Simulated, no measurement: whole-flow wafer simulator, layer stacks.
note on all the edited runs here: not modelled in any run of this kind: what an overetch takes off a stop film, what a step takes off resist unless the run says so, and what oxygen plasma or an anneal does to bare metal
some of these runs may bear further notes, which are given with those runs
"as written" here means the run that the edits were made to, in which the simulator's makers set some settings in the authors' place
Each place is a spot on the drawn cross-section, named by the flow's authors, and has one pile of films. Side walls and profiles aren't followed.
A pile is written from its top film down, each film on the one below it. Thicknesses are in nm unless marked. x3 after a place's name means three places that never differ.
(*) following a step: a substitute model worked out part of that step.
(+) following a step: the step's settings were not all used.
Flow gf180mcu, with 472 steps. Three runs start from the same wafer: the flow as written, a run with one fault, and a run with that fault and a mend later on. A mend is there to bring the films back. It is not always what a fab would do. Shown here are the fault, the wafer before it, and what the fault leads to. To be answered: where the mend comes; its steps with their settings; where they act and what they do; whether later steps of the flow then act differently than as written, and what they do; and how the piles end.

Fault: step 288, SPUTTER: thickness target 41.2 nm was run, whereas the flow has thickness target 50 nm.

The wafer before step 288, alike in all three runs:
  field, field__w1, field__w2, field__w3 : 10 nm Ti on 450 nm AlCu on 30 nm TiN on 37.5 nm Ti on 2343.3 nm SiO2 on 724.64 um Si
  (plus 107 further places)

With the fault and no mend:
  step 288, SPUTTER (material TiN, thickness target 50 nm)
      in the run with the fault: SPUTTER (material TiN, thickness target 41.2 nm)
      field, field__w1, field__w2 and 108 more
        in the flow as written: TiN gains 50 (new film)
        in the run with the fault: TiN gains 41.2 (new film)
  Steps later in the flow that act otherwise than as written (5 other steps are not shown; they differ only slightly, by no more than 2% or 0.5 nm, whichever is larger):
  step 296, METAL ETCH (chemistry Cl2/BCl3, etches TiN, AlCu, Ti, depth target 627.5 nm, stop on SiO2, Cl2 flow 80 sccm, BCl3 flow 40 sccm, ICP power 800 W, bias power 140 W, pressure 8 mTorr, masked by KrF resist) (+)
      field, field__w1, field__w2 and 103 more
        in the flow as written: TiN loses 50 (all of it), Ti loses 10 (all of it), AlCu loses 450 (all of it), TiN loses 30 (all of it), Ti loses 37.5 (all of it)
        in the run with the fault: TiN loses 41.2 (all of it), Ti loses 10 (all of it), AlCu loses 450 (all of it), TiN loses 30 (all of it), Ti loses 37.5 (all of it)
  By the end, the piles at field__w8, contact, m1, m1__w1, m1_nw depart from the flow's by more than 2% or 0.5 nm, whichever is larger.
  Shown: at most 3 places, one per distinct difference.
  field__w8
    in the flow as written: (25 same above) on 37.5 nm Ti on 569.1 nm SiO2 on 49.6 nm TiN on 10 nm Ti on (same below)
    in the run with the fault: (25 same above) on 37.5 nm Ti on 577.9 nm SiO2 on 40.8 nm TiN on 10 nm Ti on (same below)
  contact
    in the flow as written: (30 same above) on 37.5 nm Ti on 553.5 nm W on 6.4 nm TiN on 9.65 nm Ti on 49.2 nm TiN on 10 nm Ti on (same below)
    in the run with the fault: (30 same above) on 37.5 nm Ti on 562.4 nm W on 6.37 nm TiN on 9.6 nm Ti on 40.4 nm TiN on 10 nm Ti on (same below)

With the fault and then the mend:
  After step 295 comes the mend.
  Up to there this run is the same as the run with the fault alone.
  step 295a, STRIP (chemistry O2/N2, power 2160 W, pressure 1700 mTorr) (*)
      field__w8, contact, m1, m1__w1, m1_nw
        KrF resist loses 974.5 (all of it)
  step 295b, SPUTTER (material TiN, thickness target 8.8 nm) (a further turn of the flow's step 288, with different settings)
      field, field__w1, field__w2 and 108 more
        TiN gains 8.8
  step 295c, HMDS (120 C, 60 s) (a further turn of the flow's step 290)
      does not change any film at any place that is followed
  step 295d, COAT (KrF resist, thickness 1000 nm) (a further turn of the flow's step 291)
      field, field__w1, field__w2 and 108 more
        KrF resist gains 1000 (new film)
  step 295e, SOFTBAKE (KrF resist) (a further turn of the flow's step 292)
      does not change any film at any place that is followed
  step 295f, EXPOSE (photomask Metal2) (a further turn of the flow's step 293)
      does not change any film at any place that is followed
  step 295g, PEB (KrF resist, 135 C, 90 s) (a further turn of the flow's step 294)
      field, field__w1, field__w2 and 108 more
        KrF resist loses 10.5
  step 295h, DEVELOP (thickness 1000 nm, 60 s) (a further turn of the flow's step 295)
      field, field__w1, field__w2 and 103 more
        KrF resist loses 989.5 (all of it)
      field__w8, contact, m1, m1__w1, m1_nw
        KrF resist loses 14.9
  None of the later steps of the flow acts differently than as written at any place that is followed.
  By the end, the piles equal the flow's at every place that both follow.
